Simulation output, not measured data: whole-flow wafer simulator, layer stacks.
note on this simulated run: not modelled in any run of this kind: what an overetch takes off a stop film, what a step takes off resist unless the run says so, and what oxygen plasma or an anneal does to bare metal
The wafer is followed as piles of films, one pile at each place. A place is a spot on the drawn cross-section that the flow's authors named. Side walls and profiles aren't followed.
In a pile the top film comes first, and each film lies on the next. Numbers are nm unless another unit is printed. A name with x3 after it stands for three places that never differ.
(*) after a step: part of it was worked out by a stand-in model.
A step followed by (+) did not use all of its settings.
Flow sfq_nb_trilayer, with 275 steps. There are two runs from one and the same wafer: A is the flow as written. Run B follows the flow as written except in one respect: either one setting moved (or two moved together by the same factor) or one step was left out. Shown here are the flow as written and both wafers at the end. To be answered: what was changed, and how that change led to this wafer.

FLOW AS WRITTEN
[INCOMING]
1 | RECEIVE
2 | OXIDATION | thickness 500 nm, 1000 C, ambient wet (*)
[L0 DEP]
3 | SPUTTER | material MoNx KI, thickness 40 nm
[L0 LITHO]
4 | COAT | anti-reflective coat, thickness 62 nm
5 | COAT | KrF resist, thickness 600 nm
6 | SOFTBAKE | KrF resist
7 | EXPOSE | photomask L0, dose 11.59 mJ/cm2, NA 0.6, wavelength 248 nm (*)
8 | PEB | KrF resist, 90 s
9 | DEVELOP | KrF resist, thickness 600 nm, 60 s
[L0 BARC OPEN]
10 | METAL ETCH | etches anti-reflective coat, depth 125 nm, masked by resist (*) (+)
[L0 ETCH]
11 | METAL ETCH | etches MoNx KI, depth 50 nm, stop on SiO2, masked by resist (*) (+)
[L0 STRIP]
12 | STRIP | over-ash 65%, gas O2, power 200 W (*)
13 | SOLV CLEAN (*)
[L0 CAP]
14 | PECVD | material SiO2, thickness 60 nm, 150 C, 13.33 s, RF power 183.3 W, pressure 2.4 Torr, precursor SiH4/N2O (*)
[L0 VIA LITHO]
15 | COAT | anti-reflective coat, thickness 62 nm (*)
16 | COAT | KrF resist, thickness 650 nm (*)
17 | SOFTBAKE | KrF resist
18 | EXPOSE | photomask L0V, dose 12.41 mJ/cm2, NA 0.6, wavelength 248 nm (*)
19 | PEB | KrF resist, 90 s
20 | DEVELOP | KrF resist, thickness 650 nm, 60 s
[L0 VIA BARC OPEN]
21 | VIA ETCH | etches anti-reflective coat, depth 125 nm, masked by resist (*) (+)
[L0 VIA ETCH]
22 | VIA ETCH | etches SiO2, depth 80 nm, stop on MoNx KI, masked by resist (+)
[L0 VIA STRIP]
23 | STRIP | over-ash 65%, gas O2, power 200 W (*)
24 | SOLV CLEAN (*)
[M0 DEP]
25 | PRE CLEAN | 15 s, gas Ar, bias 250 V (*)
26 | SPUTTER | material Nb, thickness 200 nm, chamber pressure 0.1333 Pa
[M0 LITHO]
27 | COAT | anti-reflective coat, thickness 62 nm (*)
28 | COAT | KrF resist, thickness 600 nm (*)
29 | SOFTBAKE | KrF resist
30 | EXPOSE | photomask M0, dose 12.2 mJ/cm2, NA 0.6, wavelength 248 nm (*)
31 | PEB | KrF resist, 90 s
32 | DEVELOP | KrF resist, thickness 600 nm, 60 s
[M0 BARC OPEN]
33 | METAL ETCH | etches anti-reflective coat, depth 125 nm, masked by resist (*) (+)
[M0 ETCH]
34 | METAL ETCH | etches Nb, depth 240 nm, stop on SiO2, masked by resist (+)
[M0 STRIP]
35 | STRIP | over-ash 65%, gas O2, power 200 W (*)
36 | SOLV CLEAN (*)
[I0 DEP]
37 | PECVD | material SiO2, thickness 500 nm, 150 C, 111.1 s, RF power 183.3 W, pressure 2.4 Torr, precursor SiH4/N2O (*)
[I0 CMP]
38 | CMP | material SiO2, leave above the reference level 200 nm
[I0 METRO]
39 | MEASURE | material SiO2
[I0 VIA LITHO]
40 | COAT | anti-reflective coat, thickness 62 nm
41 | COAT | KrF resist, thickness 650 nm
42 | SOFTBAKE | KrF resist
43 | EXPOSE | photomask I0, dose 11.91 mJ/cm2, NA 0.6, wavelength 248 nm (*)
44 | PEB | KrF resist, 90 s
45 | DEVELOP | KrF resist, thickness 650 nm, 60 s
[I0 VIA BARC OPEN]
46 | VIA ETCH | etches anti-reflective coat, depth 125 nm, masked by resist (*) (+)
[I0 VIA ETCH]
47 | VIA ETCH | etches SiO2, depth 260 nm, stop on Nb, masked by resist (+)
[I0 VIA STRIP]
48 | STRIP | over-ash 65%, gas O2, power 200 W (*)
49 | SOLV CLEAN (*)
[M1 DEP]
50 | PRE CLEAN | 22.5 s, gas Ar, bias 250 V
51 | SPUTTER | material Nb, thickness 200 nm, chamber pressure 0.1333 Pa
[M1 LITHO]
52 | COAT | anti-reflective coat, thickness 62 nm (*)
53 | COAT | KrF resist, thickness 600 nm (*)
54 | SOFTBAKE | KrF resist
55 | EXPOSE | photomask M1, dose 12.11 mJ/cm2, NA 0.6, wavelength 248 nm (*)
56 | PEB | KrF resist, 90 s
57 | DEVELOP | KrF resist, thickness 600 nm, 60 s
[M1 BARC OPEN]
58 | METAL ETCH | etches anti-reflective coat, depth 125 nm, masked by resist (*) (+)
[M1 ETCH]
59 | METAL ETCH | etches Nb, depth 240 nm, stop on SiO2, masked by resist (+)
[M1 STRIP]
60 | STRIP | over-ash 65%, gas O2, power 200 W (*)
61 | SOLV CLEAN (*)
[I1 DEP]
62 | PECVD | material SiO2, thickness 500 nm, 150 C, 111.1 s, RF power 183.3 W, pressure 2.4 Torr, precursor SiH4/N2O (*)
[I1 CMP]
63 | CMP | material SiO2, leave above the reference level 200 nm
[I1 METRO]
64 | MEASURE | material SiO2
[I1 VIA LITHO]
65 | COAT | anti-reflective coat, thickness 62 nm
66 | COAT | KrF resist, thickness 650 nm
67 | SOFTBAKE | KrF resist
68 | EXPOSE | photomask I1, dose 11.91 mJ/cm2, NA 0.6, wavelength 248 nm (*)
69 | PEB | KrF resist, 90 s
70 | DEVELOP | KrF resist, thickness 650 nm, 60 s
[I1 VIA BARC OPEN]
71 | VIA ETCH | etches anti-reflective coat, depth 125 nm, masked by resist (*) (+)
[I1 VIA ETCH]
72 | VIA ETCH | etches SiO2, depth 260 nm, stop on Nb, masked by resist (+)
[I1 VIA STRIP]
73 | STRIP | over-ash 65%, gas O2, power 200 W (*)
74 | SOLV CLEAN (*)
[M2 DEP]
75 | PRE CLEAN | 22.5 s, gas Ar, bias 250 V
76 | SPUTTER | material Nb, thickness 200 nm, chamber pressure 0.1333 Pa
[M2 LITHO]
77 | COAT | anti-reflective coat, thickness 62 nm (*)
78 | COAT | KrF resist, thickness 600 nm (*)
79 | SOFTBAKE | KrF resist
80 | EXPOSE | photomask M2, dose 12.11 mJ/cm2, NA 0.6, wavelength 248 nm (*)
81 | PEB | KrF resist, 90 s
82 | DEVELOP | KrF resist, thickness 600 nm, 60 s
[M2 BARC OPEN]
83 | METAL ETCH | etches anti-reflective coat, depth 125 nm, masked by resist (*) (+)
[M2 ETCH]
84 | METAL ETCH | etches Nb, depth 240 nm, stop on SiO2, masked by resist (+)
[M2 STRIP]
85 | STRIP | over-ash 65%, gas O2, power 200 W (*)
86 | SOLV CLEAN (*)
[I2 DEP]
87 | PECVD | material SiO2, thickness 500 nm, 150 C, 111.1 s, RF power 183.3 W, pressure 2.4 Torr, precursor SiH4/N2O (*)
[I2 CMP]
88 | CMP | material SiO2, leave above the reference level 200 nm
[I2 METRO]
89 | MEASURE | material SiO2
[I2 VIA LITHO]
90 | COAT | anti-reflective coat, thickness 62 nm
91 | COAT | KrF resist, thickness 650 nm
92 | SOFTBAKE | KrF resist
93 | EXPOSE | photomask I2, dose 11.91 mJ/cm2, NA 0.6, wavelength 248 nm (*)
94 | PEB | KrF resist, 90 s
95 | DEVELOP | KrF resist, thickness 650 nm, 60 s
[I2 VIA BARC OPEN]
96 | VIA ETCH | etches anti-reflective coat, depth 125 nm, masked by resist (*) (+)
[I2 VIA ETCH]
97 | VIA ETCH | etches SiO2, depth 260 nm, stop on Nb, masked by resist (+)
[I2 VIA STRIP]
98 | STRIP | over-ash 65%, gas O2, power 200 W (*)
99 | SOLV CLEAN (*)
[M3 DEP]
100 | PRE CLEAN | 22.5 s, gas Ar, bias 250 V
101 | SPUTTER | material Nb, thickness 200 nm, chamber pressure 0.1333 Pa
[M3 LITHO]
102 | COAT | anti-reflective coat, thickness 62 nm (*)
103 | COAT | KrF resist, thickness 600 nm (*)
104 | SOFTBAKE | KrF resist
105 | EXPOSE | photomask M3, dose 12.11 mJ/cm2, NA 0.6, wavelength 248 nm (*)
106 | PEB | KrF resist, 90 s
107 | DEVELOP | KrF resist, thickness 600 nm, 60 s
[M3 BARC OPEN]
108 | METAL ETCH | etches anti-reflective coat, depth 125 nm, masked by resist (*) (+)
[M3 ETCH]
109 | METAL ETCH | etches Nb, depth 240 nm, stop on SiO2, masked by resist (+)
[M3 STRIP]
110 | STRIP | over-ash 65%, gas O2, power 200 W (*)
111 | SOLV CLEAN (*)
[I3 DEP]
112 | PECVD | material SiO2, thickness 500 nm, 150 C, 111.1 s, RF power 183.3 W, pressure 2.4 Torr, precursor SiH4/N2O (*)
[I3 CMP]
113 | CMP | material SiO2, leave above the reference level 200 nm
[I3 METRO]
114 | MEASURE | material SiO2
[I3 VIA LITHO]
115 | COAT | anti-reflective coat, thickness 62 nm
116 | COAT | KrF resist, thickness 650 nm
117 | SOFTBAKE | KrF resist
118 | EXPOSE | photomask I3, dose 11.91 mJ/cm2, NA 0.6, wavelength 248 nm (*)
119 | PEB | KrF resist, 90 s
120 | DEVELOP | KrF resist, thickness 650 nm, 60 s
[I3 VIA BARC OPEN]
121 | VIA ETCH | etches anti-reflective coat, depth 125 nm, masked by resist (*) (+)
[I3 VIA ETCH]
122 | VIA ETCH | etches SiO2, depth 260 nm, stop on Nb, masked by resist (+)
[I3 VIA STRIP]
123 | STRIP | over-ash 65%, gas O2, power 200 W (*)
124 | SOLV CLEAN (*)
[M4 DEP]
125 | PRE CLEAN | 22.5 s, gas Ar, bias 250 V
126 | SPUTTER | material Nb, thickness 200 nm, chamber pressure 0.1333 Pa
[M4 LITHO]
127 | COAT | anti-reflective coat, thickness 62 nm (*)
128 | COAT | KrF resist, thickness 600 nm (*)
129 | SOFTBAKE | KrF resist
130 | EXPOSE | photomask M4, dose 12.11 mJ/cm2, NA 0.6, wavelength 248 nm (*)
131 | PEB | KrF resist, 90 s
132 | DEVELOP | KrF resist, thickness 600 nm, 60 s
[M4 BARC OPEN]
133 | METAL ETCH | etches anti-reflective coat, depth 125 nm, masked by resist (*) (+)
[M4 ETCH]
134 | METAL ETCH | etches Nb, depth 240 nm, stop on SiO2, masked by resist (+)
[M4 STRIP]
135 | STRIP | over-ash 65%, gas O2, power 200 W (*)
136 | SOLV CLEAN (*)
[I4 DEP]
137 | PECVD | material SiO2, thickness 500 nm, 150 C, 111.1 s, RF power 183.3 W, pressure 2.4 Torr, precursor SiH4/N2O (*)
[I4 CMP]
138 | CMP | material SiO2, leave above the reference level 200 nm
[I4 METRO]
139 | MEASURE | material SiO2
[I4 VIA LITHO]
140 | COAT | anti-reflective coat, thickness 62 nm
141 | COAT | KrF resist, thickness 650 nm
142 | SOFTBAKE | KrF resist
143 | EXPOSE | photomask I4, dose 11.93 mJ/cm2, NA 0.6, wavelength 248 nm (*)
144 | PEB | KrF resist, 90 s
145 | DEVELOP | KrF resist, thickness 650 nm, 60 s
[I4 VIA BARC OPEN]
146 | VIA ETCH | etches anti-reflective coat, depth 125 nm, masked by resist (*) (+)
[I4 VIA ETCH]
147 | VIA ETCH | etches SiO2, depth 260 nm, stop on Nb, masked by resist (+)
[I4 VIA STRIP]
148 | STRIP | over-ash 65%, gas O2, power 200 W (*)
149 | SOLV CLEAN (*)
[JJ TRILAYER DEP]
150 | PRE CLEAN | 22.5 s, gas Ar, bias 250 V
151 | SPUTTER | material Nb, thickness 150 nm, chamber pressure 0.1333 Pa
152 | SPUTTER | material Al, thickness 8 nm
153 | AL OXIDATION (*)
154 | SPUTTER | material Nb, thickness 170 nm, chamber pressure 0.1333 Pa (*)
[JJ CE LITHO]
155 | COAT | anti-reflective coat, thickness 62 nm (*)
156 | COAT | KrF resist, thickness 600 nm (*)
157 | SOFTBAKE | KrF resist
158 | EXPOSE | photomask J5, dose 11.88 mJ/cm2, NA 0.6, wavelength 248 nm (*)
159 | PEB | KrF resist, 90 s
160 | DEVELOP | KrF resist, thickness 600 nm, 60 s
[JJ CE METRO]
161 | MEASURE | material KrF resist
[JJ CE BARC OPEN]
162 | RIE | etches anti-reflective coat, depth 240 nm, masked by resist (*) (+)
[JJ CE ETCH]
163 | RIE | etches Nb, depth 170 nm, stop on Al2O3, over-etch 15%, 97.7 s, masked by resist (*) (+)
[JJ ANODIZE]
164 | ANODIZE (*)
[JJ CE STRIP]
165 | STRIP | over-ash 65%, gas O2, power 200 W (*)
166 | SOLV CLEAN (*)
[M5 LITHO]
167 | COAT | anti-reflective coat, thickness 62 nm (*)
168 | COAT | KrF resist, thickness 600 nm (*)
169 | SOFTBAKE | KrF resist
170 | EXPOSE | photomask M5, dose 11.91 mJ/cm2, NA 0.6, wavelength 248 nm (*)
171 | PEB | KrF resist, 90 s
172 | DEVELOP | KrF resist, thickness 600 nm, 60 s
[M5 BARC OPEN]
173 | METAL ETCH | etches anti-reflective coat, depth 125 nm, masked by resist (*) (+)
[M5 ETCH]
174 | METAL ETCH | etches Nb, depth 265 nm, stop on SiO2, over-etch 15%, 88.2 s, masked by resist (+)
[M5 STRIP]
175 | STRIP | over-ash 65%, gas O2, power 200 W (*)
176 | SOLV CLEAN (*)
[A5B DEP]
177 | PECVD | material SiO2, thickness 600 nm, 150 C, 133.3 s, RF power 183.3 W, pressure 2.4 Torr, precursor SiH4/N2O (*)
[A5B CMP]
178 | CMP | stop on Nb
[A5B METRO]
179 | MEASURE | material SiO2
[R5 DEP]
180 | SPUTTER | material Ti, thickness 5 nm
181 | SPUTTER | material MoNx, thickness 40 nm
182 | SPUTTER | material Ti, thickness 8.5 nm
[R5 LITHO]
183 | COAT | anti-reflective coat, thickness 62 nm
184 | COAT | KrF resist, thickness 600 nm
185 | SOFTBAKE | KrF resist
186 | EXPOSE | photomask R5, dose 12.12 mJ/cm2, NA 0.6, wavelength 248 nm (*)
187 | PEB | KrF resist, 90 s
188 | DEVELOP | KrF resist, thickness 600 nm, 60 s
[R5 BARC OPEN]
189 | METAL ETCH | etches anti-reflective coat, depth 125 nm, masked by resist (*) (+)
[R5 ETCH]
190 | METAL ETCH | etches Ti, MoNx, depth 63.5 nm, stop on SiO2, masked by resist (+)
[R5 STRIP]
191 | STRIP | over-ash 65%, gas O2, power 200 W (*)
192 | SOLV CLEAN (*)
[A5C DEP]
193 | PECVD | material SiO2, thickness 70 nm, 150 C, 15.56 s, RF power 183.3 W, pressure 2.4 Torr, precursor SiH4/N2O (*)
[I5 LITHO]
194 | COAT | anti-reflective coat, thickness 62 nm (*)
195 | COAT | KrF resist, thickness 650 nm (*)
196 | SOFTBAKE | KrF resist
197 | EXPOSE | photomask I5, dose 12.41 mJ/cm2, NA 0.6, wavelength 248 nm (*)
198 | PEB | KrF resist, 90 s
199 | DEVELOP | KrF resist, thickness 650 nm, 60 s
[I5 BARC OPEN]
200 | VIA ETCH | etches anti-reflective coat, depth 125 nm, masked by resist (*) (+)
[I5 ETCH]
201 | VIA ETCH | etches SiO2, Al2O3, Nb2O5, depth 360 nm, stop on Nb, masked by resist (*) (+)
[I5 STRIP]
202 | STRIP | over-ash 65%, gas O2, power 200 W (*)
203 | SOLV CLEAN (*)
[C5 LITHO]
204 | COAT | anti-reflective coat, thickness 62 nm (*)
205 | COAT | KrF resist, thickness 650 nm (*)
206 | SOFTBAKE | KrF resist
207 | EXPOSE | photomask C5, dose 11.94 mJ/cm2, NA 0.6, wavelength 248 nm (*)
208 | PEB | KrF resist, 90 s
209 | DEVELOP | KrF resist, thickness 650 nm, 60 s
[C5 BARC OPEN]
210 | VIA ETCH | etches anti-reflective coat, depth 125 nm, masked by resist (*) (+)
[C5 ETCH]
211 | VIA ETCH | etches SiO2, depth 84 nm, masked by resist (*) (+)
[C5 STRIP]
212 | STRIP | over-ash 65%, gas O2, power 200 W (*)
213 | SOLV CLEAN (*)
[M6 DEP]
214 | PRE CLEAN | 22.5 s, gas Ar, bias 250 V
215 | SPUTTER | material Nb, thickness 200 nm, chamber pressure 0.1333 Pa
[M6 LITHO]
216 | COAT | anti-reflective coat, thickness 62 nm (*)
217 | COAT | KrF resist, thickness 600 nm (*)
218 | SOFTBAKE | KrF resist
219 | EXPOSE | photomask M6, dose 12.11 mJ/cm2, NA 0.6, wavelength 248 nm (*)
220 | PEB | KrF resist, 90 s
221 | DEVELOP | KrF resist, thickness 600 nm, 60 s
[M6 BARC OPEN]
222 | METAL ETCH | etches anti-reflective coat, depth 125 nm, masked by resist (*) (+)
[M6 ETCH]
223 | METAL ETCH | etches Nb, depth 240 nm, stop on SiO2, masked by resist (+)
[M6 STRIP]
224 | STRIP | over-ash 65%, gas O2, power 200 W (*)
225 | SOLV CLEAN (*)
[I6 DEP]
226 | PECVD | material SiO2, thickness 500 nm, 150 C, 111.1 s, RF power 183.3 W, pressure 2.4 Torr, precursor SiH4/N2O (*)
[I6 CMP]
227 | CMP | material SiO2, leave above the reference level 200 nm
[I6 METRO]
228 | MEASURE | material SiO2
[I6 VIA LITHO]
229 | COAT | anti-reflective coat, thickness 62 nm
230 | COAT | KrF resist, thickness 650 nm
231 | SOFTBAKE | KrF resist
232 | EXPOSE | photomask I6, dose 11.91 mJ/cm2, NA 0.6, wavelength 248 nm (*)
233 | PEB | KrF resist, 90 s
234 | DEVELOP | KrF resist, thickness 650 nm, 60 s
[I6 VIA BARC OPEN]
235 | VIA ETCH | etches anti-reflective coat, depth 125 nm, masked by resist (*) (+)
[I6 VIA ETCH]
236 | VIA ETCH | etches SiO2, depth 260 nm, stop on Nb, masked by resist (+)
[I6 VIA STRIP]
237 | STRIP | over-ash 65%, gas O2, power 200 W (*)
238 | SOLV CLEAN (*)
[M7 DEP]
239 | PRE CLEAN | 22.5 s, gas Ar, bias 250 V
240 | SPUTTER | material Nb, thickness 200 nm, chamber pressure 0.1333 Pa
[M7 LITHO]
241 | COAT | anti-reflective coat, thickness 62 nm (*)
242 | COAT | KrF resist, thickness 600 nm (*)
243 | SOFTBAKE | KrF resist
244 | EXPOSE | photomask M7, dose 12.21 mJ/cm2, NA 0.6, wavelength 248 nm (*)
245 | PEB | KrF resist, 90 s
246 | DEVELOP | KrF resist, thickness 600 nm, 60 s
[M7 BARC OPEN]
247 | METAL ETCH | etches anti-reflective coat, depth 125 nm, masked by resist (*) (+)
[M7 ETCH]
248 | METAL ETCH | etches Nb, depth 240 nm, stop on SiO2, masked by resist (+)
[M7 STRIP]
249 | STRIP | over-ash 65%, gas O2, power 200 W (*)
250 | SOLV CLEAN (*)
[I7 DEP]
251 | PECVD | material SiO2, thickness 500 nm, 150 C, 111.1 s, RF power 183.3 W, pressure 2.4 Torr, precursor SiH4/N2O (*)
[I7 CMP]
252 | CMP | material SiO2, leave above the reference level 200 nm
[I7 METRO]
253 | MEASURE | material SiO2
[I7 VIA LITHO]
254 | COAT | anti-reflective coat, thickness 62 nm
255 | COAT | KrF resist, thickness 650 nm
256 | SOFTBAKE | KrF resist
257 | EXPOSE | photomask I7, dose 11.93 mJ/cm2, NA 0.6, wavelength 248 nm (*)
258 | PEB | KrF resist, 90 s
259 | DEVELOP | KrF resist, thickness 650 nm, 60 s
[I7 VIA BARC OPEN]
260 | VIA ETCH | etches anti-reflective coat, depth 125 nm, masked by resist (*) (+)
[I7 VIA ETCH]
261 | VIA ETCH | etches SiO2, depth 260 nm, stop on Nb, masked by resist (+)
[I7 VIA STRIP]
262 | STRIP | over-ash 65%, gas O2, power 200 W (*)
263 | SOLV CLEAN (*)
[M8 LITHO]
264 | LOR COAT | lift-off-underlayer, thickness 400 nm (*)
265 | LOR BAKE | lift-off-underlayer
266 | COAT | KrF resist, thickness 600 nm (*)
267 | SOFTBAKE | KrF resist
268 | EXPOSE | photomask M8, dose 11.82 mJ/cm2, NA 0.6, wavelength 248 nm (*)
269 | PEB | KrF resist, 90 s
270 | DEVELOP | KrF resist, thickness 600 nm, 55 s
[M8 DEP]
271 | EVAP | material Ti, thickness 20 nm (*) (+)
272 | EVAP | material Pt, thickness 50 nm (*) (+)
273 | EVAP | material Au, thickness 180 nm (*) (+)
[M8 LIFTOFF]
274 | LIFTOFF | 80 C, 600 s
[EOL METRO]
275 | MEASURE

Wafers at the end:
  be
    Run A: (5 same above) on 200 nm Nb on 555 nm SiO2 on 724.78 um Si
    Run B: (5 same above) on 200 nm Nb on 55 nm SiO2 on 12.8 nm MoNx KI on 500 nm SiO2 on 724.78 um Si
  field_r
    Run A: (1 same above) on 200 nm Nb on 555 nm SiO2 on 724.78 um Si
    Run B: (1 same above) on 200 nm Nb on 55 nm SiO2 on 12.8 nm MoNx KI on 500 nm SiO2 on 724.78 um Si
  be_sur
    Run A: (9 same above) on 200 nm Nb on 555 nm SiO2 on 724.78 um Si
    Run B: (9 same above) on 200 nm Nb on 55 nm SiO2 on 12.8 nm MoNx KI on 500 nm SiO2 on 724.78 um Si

What caused this: step 3, SPUTTER: thickness 62.8 nm was run, though the flow has thickness 40 nm.

Step by step, how the change led to this:
  3 | SPUTTER | material MoNx KI, thickness 40 nm
      field_l, v_sur, via_wl and 103 more: A MoNx KI gains 40 (new film) | B MoNx KI gains 62.8 (new film)
  11 | METAL ETCH | etches MoNx KI, depth 50 nm, stop on SiO2, masked by resist (*) (+)
      v_sur, via_wl, via_w and 97 more: A MoNx KI loses 40 (all of it) | B MoNx KI loses 50
  14 | PECVD | material SiO2, thickness 60 nm, 150 C, 13.33 s, RF power 183.3 W, pressure 2.4 Torr, precursor SiH4/N2O (*)
      v_sur, via_wl, via_w and 97 more: A SiO2 gains 60 | B SiO2 gains 60 (new film)
  15 | COAT | anti-reflective coat, thickness 62 nm (*)
      field_l: A anti-reflective coat gains 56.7 (new film) | B anti-reflective coat gains 55.5 (new film)
      v_sur: A anti-reflective coat gains 72.2 (new film) | B anti-reflective coat gains 74.9 (new film)
      (also at 2 further places)
  23 | STRIP | over-ash 65%, gas O2, power 200 W (*)
      field_l: A KrF resist loses 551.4 (all of it), anti-reflective coat loses 56.7 (all of it) | B KrF resist loses 549.3 (all of it), anti-reflective coat loses 55.5 (all of it)
      v_sur: A KrF resist loses 570.5 (all of it), anti-reflective coat loses 72.2 (all of it) | B KrF resist loses 573.1 (all of it), anti-reflective coat loses 74.9 (all of it)
      (also at 2 further places)
  27 | COAT | anti-reflective coat, thickness 62 nm (*)
      v_sur: A anti-reflective coat gains 72.3 (new film) | B anti-reflective coat gains 75.1 (new film)
      l0_sur: A anti-reflective coat gains 47.5 (new film) | B anti-reflective coat gains 46.5 (new film)
      (also at 1 further place)
  35 | STRIP | over-ash 65%, gas O2, power 200 W (*)
      v_sur: A KrF resist loses 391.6 (all of it), anti-reflective coat loses 72.3 (all of it) | B KrF resist loses 393.9 (all of it), anti-reflective coat loses 75.1 (all of it)
      l0_sur: A KrF resist loses 372 (all of it), anti-reflective coat loses 47.5 (all of it) | B KrF resist loses 369.2 (all of it), anti-reflective coat loses 46.5 (all of it)
      (also at 1 further place)
  38 | CMP | material SiO2, leave above the reference level 200 nm
      field_l, l0_sur, l0r_line_l, l0r_line_c, l0r_line_r: A SiO2 loses 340 | B SiO2 loses 350
      l0v: A SiO2 loses 277.8 | B SiO2 loses 287.8
With metal films that touch counted as one body, be has 4 bodies (between them, from the top down: SiO2 503.2; SiO2 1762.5; SiO2 55); the flow as written gives 3 bodies (between them, from the top down: SiO2 503.2; SiO2 1762.5).
With metal films that touch counted as one body, field_r has 2 bodies (between them, from the top down: SiO2 55); the flow as written gives 1 body.
With metal films that touch counted as one body, be_sur has 5 bodies (between them, from the top down: SiO2 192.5; SiO2 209 / Al2O3 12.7 / Nb2O5 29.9; SiO2 1762.5; SiO2 55); the flow as written gives 4 bodies (between them, from the top down: SiO2 192.5; SiO2 209 / Al2O3 12.7 / Nb2O5 29.9; SiO2 1762.5).
